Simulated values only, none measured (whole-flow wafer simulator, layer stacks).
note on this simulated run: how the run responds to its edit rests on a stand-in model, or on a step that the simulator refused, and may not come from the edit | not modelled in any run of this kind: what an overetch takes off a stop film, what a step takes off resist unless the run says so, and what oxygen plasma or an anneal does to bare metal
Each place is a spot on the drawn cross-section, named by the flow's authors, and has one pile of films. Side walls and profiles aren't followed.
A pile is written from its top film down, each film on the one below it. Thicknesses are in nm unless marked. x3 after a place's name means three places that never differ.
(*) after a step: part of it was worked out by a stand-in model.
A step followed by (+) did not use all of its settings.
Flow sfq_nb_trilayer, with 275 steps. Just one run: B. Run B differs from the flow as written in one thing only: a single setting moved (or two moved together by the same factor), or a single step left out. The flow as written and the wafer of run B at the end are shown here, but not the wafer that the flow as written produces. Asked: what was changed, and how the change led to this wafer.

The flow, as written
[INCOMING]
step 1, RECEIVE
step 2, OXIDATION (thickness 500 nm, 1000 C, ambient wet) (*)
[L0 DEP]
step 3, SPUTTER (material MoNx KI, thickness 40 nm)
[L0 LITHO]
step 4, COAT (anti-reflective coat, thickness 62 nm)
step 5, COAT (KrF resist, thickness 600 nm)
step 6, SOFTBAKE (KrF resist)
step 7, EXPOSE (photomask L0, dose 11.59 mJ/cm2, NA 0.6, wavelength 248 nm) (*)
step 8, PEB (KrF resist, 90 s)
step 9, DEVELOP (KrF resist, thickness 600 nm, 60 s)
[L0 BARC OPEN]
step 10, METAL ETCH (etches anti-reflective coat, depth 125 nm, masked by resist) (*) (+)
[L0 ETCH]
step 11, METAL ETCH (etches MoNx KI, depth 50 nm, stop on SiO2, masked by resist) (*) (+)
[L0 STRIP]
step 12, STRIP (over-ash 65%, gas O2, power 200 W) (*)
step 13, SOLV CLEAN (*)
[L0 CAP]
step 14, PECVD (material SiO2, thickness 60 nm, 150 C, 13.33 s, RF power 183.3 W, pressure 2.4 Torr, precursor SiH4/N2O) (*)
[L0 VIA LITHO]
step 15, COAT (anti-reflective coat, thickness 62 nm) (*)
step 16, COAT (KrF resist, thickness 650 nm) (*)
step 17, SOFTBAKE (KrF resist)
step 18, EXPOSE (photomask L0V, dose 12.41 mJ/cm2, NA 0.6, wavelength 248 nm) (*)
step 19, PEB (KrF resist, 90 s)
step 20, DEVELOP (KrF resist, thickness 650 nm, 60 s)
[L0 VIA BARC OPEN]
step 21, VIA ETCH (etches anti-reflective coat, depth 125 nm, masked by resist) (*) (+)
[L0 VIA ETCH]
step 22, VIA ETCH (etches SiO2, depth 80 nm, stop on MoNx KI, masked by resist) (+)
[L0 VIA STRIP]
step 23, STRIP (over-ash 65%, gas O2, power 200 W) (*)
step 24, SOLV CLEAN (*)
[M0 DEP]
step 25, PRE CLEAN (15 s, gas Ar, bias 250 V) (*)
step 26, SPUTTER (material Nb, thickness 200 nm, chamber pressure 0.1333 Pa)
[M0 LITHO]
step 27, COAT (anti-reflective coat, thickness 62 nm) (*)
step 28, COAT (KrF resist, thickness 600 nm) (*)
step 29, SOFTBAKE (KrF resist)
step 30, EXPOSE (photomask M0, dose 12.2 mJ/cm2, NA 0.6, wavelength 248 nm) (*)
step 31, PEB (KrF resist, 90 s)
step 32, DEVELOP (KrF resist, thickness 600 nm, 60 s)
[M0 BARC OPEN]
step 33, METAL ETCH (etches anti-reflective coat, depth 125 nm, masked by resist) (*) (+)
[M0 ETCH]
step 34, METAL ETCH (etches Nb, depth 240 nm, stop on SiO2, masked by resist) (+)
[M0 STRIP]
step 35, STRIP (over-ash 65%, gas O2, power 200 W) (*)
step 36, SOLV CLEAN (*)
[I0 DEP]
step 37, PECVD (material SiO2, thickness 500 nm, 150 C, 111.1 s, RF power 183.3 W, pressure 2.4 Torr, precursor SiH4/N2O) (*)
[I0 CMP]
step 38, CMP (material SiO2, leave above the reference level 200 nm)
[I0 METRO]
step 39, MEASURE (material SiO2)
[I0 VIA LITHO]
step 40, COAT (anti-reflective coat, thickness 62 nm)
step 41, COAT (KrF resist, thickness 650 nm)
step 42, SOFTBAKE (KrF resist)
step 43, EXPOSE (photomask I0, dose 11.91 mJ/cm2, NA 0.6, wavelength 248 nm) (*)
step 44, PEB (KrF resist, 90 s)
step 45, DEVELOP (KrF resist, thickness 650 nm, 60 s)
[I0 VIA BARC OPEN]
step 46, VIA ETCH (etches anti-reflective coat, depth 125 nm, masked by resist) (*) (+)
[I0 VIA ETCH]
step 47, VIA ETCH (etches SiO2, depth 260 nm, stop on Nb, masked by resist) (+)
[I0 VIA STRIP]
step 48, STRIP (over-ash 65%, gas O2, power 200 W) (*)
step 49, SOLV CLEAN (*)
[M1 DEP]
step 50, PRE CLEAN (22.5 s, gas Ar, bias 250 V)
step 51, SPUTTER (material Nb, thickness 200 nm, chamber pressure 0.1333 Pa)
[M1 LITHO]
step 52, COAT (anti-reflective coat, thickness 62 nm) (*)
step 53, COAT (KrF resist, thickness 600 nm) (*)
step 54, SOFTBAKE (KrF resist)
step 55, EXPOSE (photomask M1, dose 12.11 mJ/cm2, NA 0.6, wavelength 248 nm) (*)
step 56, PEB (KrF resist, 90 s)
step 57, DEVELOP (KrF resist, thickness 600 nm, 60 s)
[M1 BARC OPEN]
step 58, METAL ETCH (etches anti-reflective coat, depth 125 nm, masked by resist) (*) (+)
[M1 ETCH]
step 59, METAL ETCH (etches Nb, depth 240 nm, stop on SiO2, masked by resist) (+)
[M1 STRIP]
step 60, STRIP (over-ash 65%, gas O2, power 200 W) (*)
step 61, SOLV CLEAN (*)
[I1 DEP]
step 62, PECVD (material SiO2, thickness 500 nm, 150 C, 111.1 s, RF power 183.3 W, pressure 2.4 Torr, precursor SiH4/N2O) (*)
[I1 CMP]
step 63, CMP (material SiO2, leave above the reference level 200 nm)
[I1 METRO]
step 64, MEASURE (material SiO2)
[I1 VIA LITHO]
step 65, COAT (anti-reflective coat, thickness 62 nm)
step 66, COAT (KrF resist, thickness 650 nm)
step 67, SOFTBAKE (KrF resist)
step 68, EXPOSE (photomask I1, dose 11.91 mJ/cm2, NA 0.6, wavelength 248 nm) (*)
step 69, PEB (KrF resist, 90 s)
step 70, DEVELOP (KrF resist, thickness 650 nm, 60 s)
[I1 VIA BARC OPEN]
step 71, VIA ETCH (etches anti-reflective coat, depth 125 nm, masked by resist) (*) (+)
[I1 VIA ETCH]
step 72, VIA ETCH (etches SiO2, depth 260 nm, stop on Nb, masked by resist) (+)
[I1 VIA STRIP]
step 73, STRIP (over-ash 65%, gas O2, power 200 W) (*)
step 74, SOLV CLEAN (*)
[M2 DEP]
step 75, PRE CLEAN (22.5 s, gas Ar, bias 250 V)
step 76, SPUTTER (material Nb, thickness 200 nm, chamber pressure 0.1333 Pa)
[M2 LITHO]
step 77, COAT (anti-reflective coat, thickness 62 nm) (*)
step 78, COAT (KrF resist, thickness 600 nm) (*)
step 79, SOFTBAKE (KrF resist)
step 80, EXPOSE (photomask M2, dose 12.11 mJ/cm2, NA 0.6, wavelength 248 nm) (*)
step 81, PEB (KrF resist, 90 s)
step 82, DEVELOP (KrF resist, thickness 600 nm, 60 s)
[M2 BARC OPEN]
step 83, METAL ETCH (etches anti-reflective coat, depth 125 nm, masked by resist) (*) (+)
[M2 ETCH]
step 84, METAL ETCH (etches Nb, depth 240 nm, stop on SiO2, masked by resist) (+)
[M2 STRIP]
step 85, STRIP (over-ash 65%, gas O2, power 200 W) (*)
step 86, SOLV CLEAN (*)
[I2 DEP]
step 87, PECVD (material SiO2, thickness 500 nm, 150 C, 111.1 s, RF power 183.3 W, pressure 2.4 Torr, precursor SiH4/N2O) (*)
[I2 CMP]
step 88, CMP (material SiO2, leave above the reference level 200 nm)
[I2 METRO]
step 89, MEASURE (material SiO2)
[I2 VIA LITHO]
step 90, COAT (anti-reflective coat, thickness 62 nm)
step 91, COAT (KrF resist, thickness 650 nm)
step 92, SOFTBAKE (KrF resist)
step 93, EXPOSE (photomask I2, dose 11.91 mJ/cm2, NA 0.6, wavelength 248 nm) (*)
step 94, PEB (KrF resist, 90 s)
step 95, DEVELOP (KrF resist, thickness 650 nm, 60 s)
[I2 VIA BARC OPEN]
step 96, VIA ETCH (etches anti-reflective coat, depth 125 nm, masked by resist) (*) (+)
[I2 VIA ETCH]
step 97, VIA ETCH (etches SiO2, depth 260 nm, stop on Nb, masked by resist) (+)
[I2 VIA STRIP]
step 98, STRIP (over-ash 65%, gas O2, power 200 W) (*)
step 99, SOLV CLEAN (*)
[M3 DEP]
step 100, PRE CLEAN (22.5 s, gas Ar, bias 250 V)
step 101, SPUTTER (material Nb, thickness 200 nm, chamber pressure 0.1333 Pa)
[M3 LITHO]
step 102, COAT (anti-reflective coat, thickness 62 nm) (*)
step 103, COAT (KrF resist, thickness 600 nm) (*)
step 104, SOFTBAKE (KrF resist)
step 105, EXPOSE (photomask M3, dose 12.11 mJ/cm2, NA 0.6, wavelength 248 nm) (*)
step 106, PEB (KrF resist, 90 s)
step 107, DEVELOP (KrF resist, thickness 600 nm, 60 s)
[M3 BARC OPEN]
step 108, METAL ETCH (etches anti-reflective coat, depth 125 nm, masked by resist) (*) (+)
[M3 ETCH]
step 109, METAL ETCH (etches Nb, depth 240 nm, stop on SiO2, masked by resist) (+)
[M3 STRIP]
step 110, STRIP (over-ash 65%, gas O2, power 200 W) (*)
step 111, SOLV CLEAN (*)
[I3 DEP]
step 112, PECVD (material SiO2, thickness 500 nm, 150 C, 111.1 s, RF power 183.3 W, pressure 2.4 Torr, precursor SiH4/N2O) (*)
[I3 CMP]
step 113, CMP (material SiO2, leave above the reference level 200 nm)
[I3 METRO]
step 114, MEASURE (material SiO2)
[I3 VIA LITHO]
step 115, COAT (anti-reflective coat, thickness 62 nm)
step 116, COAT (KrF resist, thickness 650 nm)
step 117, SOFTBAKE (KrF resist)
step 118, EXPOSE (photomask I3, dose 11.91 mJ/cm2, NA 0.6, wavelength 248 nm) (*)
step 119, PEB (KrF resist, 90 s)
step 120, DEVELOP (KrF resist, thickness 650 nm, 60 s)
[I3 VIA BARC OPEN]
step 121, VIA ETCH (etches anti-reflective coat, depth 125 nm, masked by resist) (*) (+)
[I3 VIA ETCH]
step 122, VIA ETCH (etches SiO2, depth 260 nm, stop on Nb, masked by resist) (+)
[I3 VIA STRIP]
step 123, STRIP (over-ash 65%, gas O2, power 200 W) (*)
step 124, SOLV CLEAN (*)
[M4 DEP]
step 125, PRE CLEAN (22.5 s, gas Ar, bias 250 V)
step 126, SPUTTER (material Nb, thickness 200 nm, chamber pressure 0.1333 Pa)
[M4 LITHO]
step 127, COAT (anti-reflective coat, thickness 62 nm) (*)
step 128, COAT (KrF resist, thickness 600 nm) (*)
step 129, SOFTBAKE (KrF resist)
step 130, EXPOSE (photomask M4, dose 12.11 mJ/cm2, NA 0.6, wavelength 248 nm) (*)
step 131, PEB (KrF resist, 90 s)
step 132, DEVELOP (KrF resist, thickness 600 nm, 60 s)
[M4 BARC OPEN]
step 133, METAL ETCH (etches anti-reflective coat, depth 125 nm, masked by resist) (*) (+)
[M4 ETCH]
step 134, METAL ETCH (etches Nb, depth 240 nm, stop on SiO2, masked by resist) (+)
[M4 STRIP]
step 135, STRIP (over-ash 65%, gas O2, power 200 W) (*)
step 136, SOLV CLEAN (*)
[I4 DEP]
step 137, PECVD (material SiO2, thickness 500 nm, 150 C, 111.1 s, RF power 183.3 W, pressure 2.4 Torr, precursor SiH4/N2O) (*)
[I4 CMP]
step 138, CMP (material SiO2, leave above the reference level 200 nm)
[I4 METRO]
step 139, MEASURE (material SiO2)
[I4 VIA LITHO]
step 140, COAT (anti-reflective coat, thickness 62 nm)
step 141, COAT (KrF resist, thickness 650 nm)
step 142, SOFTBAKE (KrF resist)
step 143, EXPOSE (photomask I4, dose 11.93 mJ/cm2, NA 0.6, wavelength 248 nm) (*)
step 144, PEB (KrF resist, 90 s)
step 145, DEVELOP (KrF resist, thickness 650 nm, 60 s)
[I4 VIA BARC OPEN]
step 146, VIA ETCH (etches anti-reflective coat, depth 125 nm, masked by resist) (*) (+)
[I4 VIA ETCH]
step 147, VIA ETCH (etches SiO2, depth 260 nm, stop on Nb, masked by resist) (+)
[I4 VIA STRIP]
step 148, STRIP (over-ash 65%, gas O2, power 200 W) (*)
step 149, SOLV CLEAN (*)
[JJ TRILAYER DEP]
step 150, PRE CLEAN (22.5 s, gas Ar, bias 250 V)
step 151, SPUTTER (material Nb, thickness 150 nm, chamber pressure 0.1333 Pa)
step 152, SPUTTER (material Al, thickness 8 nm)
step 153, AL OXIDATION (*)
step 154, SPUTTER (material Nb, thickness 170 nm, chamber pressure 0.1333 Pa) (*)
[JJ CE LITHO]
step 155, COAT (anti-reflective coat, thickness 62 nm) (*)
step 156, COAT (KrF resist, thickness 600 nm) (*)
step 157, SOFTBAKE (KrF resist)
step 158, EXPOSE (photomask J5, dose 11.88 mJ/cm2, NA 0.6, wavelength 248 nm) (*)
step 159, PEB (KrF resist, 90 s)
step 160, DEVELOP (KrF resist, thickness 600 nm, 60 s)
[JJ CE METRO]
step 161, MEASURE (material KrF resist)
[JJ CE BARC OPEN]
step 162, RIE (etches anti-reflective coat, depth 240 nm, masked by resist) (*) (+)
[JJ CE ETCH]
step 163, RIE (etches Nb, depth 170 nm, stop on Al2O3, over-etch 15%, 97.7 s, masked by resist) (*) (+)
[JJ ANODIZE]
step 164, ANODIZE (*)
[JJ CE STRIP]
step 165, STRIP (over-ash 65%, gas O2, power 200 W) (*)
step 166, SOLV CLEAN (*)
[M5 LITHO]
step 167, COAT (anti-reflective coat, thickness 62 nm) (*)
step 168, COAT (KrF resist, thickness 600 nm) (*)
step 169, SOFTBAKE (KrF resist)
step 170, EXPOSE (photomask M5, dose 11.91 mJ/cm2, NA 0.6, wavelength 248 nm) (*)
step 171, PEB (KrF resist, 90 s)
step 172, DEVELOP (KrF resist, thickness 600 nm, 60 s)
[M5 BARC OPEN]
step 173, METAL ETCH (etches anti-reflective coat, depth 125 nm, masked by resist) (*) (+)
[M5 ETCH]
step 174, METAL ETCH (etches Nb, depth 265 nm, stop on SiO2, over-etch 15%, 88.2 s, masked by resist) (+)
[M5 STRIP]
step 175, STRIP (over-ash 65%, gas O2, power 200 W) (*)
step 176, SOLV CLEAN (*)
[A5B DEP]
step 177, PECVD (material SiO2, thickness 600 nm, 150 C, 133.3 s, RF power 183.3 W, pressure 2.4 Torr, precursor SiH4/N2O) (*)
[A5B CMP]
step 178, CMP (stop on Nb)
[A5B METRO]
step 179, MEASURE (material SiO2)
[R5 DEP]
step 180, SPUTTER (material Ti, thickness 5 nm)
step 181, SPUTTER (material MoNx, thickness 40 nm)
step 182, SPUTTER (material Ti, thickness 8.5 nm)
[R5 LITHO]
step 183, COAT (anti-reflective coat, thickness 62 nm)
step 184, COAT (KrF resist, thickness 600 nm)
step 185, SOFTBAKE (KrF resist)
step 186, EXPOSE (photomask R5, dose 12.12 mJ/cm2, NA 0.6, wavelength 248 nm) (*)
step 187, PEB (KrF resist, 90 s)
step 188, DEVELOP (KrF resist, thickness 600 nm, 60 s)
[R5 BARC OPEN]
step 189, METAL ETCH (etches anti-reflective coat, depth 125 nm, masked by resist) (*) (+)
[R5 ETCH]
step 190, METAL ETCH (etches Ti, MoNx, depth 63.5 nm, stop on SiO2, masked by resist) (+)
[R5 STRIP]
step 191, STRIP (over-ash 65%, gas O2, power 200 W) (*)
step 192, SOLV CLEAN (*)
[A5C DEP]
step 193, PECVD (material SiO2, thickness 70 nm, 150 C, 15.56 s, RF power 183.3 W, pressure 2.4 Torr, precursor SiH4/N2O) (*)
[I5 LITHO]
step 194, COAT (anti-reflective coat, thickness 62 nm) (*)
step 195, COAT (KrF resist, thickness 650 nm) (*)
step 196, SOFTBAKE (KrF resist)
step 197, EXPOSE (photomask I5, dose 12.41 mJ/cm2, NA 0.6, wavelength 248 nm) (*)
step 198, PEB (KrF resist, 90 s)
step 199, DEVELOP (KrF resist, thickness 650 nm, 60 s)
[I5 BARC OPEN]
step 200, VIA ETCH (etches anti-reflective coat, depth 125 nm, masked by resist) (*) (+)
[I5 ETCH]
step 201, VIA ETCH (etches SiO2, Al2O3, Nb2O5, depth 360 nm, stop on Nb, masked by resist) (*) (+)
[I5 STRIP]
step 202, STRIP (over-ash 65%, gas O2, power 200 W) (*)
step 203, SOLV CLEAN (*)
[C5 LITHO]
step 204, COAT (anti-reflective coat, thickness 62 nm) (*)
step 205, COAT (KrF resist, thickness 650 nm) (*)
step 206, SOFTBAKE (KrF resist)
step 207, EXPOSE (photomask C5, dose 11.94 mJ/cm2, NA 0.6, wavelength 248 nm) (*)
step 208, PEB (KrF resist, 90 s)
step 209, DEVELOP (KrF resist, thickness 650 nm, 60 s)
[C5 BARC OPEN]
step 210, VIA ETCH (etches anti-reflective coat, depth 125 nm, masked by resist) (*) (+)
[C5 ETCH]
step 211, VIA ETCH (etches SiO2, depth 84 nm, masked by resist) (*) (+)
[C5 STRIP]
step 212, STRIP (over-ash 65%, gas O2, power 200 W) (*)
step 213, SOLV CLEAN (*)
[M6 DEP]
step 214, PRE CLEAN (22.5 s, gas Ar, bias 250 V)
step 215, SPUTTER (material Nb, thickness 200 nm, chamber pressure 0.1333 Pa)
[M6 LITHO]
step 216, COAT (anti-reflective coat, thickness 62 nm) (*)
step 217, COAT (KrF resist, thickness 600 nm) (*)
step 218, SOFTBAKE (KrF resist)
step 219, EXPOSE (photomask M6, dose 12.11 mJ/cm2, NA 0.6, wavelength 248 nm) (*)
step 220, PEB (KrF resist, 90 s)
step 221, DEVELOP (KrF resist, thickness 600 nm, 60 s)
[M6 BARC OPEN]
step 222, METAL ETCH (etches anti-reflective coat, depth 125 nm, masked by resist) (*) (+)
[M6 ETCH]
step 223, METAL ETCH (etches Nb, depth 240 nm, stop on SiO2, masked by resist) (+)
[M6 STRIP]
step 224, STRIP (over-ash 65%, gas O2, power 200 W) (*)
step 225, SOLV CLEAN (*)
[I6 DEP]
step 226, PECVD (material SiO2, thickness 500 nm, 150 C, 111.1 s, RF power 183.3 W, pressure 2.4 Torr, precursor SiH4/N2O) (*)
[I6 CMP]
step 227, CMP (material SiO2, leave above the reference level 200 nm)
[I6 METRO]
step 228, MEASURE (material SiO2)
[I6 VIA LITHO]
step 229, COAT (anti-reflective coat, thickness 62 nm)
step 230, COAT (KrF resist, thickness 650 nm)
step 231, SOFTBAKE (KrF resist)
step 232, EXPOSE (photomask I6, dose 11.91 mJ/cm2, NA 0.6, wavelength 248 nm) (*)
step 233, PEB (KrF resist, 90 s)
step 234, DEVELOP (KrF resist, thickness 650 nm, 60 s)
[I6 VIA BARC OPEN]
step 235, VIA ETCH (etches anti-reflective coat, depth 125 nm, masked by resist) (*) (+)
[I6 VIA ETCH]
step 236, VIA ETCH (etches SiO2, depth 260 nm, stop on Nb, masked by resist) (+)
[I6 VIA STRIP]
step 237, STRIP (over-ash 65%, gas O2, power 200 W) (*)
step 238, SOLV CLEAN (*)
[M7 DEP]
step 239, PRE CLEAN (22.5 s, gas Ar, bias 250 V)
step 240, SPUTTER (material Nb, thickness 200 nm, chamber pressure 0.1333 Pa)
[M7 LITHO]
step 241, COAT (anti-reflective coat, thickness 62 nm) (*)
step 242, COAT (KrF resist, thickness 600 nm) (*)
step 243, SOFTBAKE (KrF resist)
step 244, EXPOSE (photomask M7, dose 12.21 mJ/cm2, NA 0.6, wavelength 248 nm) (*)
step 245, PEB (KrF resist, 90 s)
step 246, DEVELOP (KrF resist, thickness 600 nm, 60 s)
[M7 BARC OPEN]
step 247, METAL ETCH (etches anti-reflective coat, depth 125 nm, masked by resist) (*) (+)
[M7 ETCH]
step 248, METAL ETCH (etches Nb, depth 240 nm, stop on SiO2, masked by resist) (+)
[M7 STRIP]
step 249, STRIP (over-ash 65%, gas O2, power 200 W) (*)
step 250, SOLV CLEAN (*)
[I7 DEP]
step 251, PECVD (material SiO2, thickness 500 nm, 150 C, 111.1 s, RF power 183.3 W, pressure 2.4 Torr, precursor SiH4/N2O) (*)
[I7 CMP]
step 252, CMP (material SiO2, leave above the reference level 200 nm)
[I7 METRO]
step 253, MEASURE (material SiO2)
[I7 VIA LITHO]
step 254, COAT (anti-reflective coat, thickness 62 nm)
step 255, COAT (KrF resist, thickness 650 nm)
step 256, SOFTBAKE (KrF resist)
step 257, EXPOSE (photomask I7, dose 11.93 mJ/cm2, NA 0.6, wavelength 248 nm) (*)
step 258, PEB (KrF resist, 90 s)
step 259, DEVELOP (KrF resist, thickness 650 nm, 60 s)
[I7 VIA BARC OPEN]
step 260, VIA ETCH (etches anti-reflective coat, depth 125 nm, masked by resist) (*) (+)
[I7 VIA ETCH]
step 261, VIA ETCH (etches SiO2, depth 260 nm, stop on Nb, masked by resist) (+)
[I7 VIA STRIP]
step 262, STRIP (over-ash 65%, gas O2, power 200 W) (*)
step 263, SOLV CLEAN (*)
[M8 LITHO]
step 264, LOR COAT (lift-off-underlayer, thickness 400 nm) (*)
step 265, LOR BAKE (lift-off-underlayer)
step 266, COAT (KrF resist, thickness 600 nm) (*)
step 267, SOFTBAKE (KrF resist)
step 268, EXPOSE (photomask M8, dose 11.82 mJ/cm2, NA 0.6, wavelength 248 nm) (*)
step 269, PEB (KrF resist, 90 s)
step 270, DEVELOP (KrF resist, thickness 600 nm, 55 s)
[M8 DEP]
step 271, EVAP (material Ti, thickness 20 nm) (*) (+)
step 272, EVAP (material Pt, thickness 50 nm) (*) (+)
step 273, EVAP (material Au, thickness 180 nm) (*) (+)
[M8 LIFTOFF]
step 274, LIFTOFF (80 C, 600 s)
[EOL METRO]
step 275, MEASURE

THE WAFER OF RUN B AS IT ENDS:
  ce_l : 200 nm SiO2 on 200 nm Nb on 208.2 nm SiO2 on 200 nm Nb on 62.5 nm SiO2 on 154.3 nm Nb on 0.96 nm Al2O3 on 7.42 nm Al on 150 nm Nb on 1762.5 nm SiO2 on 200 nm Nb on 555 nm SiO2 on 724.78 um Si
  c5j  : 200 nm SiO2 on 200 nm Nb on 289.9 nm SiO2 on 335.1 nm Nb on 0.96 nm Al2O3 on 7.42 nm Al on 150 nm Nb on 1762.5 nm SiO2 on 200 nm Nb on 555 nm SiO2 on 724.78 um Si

What caused this: step 190, METAL ETCH: depth 69.2 nm was run, though the flow has depth 63.5 nm.

Step by step, how the change led to this:
  step 190, METAL ETCH (etches Ti, MoNx, depth 63.5 nm, stop on SiO2, masked by resist) (+)
      be_r, r_sur, res, r_end, r5r_line_l, r5r_line_c, r5r_line_r: KrF resist loses 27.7 (it would be, as written: KrF resist loses 25.4)
      ce_l, c5j, ce_r, wl_jj: Ti loses 8.5 (all of it), MoNx loses 40 (all of it), Ti loses 5 (all of it), Nb loses 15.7 (it would be, as written: Ti loses 8.5 (all of it), MoNx loses 40 (all of it), Ti loses 5 (all of it), Nb loses 10)
  step 194, COAT (anti-reflective coat, thickness 62 nm) (*)
      ce_l: anti-reflective coat gains 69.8 (new film) (it would be, as written: anti-reflective coat gains 67.2 (new film))
      c5j: anti-reflective coat gains 66.5 (new film) (it would be, as written: anti-reflective coat gains 64.9 (new film))
      (also at 2 further places)
  step 202, STRIP (over-ash 65%, gas O2, power 200 W) (*)
      ce_l: KrF resist loses 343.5 (all of it), anti-reflective coat loses 69.8 (all of it) (it would be, as written: KrF resist loses 341.5 (all of it), anti-reflective coat loses 67.2 (all of it))
      c5j: KrF resist loses 348.7 (all of it), anti-reflective coat loses 66.5 (all of it) (it would be, as written: KrF resist loses 345.8 (all of it), anti-reflective coat loses 64.9 (all of it))
      (also at 2 further places)
  step 204, COAT (anti-reflective coat, thickness 62 nm) (*)
      ce_l: anti-reflective coat gains 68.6 (new film) (it would be, as written: anti-reflective coat gains 66 (new film))
      c5j: anti-reflective coat gains 65.5 (new film) (it would be, as written: anti-reflective coat gains 63.9 (new film))
      (also at 3 further places)
  step 210, VIA ETCH (etches anti-reflective coat, depth 125 nm, masked by resist) (*) (+)
      c5j: anti-reflective coat loses 65.5 (all of it), SiO2 loses 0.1 (it would be, as written: anti-reflective coat loses 63.9 (all of it), SiO2 loses 0.11)
  step 212, STRIP (over-ash 65%, gas O2, power 200 W) (*)
      ce_l: KrF resist loses 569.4 (all of it), anti-reflective coat loses 68.6 (all of it) (it would be, as written: KrF resist loses 567.4 (all of it), anti-reflective coat loses 66 (all of it))
      ce_r: KrF resist loses 575.8 (all of it), anti-reflective coat loses 69.6 (all of it) (it would be, as written: KrF resist loses 573.7 (all of it), anti-reflective coat loses 67.2 (all of it))
      (also at 2 further places)
  step 216, COAT (anti-reflective coat, thickness 62 nm) (*)
      ce_l: anti-reflective coat gains 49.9 (new film) (it would be, as written: anti-reflective coat gains 48 (new film))
      ce_r: anti-reflective coat gains 50.6 (new film) (it would be, as written: anti-reflective coat gains 48.8 (new film))
      (also at 2 further places)
  step 224, STRIP (over-ash 65%, gas O2, power 200 W) (*)
      ce_l: KrF resist loses 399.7 (all of it), anti-reflective coat loses 49.9 (all of it) (it would be, as written: KrF resist loses 397.1 (all of it), anti-reflective coat loses 48 (all of it))
      ce_r: KrF resist loses 406.2 (all of it), anti-reflective coat loses 50.6 (all of it) (it would be, as written: KrF resist loses 403.5 (all of it), anti-reflective coat loses 48.8 (all of it))
      (also at 2 further places)
  step 227, CMP (material SiO2, leave above the reference level 200 nm)
      c5j: SiO2 loses 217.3 (it would be, as written: SiO2 loses 223)
